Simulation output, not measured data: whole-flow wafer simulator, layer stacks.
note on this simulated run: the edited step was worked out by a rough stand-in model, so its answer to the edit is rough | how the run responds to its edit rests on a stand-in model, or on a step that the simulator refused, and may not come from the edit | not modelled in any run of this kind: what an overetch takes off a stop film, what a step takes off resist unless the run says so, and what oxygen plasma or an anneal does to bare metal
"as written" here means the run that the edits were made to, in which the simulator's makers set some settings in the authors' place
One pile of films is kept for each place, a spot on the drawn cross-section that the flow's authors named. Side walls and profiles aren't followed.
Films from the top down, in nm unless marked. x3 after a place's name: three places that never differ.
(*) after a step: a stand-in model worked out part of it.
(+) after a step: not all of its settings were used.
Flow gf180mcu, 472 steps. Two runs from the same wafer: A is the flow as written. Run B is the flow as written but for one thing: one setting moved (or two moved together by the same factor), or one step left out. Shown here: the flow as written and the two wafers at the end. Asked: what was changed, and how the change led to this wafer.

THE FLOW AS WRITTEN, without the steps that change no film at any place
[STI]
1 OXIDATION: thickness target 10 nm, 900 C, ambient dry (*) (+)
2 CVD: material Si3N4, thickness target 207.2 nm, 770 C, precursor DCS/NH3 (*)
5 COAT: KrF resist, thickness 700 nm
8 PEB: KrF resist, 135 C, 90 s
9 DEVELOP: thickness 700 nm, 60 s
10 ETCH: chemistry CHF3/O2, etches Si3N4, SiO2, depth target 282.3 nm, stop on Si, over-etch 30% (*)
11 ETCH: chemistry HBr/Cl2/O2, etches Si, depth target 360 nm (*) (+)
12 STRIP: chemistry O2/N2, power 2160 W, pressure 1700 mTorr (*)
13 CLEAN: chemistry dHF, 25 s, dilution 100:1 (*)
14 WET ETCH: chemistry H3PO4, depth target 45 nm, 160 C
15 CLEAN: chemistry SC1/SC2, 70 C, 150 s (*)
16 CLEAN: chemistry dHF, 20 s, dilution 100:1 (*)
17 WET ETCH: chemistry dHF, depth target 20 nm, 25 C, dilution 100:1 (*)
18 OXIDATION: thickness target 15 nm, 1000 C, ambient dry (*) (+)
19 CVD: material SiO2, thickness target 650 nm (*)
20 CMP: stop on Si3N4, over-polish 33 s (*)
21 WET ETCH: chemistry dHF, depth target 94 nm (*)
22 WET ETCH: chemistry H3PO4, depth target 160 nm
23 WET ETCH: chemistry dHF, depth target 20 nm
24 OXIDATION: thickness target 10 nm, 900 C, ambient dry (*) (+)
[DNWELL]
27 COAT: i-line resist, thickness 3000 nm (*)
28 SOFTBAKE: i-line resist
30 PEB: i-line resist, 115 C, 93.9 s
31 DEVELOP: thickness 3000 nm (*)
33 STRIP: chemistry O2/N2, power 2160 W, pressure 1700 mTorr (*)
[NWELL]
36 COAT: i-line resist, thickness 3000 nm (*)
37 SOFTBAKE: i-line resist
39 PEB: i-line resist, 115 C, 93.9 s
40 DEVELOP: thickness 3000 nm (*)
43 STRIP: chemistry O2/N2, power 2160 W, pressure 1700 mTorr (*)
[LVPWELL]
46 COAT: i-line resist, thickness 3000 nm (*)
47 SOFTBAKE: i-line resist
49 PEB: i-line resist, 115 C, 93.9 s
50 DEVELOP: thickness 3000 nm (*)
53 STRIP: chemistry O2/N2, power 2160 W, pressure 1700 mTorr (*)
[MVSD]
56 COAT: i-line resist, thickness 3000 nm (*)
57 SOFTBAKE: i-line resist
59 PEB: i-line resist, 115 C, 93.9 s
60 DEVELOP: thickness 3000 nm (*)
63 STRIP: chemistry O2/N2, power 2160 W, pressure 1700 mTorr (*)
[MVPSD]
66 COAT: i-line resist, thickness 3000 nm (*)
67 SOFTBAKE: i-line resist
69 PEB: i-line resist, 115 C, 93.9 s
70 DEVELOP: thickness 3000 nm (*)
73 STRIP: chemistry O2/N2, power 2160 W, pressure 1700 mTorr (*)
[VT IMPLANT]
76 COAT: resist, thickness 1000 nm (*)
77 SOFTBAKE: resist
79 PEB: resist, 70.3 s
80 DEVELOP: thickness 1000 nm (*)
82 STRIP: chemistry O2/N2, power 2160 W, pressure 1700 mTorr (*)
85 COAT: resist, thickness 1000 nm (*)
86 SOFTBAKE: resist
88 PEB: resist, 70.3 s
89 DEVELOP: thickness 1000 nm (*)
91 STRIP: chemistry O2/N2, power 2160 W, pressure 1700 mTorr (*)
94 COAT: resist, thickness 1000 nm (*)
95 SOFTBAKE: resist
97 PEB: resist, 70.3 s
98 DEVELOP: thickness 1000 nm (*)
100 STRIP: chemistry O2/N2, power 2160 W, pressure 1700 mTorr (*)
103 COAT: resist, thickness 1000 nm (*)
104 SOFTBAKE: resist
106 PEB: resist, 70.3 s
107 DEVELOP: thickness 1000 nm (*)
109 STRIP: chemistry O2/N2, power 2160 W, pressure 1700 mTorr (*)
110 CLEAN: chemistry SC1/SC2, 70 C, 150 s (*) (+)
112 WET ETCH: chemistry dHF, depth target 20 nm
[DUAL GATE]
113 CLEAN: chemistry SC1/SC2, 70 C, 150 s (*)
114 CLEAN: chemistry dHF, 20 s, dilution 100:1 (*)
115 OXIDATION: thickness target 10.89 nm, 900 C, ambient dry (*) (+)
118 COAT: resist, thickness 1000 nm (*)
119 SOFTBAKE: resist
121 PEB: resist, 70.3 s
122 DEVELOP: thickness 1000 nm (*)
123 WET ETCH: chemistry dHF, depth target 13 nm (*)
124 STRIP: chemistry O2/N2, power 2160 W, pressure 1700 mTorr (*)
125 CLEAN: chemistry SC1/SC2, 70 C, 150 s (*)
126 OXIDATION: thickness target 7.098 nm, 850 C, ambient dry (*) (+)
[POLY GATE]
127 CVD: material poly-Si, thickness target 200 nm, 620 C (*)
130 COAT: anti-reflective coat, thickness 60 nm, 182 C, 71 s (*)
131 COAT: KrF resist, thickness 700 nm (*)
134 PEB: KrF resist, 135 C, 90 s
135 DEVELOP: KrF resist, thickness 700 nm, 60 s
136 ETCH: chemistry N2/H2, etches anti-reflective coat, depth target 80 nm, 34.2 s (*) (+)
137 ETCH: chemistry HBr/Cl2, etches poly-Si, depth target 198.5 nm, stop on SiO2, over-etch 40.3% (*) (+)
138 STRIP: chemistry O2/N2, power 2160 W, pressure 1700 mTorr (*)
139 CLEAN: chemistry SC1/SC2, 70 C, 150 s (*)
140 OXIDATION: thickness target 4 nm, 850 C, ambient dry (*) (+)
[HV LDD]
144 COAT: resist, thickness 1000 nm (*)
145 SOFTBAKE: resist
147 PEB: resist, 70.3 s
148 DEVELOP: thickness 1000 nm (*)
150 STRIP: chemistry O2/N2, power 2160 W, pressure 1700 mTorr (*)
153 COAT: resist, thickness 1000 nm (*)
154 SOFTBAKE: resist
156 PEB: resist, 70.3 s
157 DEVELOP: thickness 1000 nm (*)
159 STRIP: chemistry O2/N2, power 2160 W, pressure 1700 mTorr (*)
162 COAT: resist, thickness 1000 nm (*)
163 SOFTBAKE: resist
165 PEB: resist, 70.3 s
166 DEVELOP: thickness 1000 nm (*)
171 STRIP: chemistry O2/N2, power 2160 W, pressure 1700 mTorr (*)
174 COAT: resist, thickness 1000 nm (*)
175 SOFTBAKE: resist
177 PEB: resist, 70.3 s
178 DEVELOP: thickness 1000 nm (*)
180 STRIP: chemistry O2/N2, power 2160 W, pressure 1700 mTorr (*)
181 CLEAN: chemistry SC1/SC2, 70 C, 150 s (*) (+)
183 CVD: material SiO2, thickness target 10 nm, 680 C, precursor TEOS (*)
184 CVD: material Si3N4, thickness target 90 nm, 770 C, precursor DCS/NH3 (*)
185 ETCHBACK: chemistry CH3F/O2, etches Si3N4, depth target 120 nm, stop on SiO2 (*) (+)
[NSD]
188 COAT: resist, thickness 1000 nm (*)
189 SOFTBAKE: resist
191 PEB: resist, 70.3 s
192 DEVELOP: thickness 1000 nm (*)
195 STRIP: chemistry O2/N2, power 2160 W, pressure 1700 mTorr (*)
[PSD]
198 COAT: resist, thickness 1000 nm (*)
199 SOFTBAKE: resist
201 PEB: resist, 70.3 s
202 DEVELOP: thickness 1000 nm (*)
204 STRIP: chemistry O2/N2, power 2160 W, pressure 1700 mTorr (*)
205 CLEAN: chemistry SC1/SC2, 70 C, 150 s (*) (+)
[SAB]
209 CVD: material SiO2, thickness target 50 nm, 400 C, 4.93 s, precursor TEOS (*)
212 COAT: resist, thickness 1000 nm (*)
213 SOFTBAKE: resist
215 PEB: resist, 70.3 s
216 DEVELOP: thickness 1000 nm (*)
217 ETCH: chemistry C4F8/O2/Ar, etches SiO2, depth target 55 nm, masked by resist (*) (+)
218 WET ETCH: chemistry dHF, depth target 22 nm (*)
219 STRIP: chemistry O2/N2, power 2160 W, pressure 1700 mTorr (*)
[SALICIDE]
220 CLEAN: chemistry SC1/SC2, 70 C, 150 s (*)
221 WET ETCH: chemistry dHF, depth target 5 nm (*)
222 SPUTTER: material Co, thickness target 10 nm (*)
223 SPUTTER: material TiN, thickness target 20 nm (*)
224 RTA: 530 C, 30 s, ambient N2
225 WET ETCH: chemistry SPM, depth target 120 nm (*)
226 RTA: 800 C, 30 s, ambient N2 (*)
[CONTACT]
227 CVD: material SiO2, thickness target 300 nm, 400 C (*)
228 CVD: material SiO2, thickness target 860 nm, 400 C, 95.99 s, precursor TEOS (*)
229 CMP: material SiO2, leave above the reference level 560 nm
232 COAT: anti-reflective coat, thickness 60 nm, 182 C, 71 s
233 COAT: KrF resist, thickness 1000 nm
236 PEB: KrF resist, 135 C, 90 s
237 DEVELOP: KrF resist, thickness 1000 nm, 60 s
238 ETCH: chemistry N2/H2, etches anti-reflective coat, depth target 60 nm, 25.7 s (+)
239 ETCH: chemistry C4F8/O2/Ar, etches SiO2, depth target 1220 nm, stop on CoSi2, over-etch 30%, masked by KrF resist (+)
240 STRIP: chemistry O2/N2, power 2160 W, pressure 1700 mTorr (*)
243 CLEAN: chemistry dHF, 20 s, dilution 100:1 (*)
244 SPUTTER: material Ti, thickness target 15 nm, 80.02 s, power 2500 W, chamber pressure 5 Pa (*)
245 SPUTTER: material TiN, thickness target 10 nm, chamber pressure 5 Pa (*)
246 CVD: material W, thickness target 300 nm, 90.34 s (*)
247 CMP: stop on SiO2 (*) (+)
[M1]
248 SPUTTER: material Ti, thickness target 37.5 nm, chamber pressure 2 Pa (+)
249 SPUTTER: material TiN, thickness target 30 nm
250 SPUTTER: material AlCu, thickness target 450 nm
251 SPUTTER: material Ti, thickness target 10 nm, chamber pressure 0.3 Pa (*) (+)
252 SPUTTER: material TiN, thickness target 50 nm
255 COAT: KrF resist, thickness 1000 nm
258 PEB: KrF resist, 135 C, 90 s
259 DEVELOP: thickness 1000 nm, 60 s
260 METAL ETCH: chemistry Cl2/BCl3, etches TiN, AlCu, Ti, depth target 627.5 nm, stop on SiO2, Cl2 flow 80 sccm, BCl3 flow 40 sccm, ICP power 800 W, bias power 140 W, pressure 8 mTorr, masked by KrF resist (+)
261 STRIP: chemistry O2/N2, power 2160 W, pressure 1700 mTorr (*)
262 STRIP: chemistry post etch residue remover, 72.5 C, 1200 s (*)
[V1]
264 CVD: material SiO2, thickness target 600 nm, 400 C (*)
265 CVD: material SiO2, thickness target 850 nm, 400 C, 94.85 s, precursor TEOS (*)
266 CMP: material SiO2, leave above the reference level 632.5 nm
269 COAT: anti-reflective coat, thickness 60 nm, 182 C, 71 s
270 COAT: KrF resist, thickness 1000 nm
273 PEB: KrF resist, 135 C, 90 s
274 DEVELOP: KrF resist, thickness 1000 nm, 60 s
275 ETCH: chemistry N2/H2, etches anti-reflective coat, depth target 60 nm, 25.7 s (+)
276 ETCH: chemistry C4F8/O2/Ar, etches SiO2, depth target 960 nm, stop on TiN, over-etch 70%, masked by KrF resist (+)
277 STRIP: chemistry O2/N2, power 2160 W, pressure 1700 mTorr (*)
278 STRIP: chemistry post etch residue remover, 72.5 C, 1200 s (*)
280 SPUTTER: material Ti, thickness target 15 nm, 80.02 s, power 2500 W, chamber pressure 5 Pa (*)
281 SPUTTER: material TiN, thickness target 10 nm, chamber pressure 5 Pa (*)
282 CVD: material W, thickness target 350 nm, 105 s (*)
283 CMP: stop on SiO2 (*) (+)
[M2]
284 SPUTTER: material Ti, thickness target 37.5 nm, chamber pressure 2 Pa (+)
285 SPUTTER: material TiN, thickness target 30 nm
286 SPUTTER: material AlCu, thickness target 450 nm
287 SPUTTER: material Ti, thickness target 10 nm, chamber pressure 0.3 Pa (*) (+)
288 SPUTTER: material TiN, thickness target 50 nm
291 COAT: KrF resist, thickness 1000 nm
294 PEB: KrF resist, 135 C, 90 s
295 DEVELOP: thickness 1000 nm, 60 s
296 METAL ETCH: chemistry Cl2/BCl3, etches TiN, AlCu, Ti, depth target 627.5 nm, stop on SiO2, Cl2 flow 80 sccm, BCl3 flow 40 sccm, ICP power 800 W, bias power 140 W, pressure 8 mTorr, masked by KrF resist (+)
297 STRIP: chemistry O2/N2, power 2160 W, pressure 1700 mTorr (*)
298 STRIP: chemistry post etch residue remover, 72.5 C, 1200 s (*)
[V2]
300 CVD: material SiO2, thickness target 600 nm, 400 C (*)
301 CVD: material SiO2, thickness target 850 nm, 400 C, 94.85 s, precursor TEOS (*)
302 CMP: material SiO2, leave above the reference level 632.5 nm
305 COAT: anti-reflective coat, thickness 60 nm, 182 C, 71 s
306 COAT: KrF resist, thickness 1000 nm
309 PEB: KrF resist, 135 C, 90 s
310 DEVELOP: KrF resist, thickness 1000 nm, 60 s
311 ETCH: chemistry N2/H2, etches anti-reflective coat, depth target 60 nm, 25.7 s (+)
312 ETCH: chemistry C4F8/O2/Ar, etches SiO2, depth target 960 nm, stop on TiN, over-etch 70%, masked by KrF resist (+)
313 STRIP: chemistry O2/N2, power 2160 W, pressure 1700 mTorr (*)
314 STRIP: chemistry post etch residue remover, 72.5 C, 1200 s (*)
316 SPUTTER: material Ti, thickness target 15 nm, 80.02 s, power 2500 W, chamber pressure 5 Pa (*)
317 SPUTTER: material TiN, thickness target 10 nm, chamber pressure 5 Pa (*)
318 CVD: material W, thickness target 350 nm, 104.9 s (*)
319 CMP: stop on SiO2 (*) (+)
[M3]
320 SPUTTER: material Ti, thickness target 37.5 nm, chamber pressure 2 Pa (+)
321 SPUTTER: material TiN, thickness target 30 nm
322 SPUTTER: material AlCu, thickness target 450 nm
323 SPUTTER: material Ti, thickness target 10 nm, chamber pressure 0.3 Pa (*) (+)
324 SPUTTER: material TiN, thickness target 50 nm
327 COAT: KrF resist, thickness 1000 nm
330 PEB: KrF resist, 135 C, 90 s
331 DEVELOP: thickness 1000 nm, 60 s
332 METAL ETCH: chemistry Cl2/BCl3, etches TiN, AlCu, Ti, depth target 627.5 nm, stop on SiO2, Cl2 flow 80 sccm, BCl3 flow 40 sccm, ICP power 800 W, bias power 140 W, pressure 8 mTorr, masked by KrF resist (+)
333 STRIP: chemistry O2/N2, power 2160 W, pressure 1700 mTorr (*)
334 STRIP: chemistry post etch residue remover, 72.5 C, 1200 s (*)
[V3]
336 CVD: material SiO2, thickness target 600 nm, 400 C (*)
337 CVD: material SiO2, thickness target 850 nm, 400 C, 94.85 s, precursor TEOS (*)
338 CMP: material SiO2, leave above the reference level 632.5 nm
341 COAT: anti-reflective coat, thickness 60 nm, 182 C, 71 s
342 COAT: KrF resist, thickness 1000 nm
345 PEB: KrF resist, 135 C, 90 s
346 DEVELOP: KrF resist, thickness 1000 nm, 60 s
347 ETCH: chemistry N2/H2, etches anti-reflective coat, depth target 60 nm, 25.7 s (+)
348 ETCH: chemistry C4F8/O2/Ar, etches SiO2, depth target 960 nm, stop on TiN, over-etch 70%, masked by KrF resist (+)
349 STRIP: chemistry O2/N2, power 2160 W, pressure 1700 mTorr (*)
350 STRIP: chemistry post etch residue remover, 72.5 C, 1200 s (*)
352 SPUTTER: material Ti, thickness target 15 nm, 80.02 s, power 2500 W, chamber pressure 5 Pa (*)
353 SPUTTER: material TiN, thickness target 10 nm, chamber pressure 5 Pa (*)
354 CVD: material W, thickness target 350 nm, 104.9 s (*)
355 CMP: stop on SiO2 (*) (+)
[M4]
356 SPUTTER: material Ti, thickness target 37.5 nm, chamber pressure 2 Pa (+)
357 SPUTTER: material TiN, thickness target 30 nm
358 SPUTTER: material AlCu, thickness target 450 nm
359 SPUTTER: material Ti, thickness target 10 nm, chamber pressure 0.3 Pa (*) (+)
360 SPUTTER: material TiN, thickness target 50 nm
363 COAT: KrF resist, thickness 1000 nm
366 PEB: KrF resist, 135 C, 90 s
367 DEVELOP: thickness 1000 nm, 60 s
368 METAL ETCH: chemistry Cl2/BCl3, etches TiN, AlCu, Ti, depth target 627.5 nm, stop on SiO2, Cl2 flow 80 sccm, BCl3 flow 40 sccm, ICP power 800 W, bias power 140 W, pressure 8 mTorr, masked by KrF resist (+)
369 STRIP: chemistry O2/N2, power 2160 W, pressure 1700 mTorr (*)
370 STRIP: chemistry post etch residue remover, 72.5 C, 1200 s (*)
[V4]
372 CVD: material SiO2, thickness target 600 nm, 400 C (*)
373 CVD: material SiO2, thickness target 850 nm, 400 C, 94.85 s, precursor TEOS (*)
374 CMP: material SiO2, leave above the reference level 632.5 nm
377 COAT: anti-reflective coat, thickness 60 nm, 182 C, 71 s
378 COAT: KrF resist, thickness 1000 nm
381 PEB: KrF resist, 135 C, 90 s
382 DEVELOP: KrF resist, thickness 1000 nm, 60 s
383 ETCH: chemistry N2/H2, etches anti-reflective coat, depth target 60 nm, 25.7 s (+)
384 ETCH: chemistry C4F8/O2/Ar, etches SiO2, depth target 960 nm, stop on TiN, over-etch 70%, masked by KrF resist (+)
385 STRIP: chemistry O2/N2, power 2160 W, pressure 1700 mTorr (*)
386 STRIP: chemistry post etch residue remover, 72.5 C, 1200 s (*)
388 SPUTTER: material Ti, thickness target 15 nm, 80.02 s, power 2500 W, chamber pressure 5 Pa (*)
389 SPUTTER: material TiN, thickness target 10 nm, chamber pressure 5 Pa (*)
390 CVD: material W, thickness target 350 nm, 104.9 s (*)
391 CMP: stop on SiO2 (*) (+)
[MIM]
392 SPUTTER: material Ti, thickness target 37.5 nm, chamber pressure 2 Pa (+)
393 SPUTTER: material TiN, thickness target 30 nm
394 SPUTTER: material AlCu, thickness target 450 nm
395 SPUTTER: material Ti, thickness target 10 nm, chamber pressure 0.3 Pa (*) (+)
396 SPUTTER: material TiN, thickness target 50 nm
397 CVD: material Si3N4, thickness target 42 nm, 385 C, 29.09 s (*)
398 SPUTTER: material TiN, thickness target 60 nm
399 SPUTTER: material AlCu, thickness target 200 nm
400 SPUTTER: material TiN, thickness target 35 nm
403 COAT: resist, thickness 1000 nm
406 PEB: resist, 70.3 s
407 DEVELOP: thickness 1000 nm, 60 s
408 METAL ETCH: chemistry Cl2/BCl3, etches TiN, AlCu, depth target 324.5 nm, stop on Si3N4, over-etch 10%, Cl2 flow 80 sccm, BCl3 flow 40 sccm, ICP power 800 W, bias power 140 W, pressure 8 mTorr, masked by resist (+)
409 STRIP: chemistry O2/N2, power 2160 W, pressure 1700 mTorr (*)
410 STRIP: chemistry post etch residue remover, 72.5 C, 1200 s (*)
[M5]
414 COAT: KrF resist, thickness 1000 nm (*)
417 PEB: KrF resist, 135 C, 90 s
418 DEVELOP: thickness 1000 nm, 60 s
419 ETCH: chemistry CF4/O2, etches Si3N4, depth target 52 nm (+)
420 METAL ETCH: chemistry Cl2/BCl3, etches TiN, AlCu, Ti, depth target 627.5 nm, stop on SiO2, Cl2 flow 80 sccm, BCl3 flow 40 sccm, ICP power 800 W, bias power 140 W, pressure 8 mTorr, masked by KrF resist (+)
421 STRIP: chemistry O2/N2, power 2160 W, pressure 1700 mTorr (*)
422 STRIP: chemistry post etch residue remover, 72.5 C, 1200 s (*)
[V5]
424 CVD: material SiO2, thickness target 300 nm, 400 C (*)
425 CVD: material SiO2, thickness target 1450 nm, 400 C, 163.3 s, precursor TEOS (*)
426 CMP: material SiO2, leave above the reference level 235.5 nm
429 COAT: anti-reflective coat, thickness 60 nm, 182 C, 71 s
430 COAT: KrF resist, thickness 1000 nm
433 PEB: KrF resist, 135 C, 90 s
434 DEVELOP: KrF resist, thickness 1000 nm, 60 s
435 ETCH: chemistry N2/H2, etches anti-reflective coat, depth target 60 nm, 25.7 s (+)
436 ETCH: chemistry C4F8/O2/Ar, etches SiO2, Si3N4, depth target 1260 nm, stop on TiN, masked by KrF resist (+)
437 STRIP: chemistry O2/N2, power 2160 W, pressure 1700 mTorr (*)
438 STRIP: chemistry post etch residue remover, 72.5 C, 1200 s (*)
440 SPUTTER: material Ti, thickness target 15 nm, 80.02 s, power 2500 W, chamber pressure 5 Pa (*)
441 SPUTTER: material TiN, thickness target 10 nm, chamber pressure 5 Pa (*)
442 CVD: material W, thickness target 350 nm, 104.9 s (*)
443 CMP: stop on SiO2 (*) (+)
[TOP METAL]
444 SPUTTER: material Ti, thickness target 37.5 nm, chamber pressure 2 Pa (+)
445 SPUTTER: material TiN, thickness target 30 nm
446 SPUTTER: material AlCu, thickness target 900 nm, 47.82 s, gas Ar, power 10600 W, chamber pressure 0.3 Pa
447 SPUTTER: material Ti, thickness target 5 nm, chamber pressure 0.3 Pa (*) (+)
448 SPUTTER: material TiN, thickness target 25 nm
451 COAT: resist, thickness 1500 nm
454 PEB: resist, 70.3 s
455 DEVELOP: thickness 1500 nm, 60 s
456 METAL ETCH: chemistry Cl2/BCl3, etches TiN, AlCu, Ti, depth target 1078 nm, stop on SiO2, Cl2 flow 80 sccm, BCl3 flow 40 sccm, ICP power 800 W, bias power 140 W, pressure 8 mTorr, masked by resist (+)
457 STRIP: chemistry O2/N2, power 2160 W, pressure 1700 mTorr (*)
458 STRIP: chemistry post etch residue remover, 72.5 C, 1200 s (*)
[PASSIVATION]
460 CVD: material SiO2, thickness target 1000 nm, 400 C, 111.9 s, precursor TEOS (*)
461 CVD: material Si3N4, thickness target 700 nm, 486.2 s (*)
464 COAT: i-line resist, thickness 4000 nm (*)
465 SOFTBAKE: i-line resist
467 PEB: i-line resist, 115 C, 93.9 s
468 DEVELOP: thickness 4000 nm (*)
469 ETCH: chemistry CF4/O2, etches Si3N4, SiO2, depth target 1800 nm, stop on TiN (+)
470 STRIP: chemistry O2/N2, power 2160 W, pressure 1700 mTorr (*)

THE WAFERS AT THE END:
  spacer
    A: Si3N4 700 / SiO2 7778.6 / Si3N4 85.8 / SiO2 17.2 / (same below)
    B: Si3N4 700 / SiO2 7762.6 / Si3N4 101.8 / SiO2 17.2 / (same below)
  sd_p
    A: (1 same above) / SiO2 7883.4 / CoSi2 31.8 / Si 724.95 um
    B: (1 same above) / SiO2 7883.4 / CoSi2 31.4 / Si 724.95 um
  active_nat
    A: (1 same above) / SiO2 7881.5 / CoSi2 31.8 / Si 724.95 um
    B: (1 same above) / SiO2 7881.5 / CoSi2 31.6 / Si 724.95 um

The cause: step 184, CVD: thickness target 106 nm was run, where the flow has thickness target 90 nm.

How the change led to this, step by step:
  184 CVD: material Si3N4, thickness target 90 nm, 770 C, precursor DCS/NH3 (*)
      field, field__w1, field__w2 and 101 more: A Si3N4 +90 (new film) | B Si3N4 +106 (new film)
  185 ETCHBACK: chemistry CH3F/O2, etches Si3N4, depth target 120 nm, stop on SiO2 (*) (+)
      field, field__w1, field__w2 and 100 more: A Si3N4 -90 (all of it), SiO2 -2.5 | B Si3N4 -106 (all of it), SiO2 -1.17
  189 SOFTBAKE: resist
      field__w9: A resist +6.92 | B resist -3.03
      nw_enc_fld_lv__w3: A resist +2.11 | B resist -1.78
  199 SOFTBAKE: resist
      field__w9: A resist +6.92 | B resist -3.03
      nw_enc_fld_lv__w3: A resist +2.11 | B resist -1.78
  209 CVD: material SiO2, thickness target 50 nm, 400 C, 4.93 s, precursor TEOS (*)
      ld_drift_p: A SiO2 +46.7 | B SiO2 +45.5
      ld_drn_p: A SiO2 +46 | B SiO2 +44.8
  218 WET ETCH: chemistry dHF, depth target 22 nm (*)
      gate, gate_hv, gate_p and 23 more: A SiO2 -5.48 (all of it) | B SiO2 -6.81 (all of it)
      active, p_well, sd_n, iso_ptap_pw, iso_ntap_nw, iso_ptap_sub, vpnp_e: A SiO2 -9.01 (all of it) | B SiO2 -10.3 (all of it)
      (and at 15 more places)
  223 SPUTTER: material TiN, thickness target 20 nm (*)
      field__w2: A TiN +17 (new film) | B TiN +16.3 (new film)
      field__w3: A TiN +15.7 (new film) | B TiN +14.9 (new film)
      (and at 2 more places)
  224 RTA: 530 C, 30 s, ambient N2
      ld_drn_p: A under 1 film: CoSi +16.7 (new film), Co -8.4 (all of it), Si -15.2 | B under 1 film: CoSi +16.1 (new film), Co -8.09 (all of it), Si -14.7
  225 WET ETCH: chemistry SPM, depth target 120 nm (*)
      field__w2: A TiN -17 (all of it), Co -8.65 (all of it) | B TiN -16.3 (all of it), Co -8.35 (all of it)
      field__w3: A TiN -15.7 (all of it), Co -8.06 (all of it) | B TiN -14.9 (all of it), Co -7.67 (all of it)
      (and at 2 more places)
  226 RTA: 800 C, 30 s, ambient N2 (*)
      ld_sd_n: A CoSi2 +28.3 (new film), CoSi -16.1 (all of it), Si -14.7 | B CoSi2 +27.7 (new film), CoSi -15.8 (all of it), Si -14.4
      ld_drn_p: A CoSi2 +29.4 (new film), CoSi -16.7 (all of it), Si -15.2 | B CoSi2 +28.3 (new film), CoSi -16.1 (all of it), Si -14.7
  229 CMP: material SiO2, leave above the reference level 560 nm
      spacer: A SiO2 -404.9 | B SiO2 -420.9
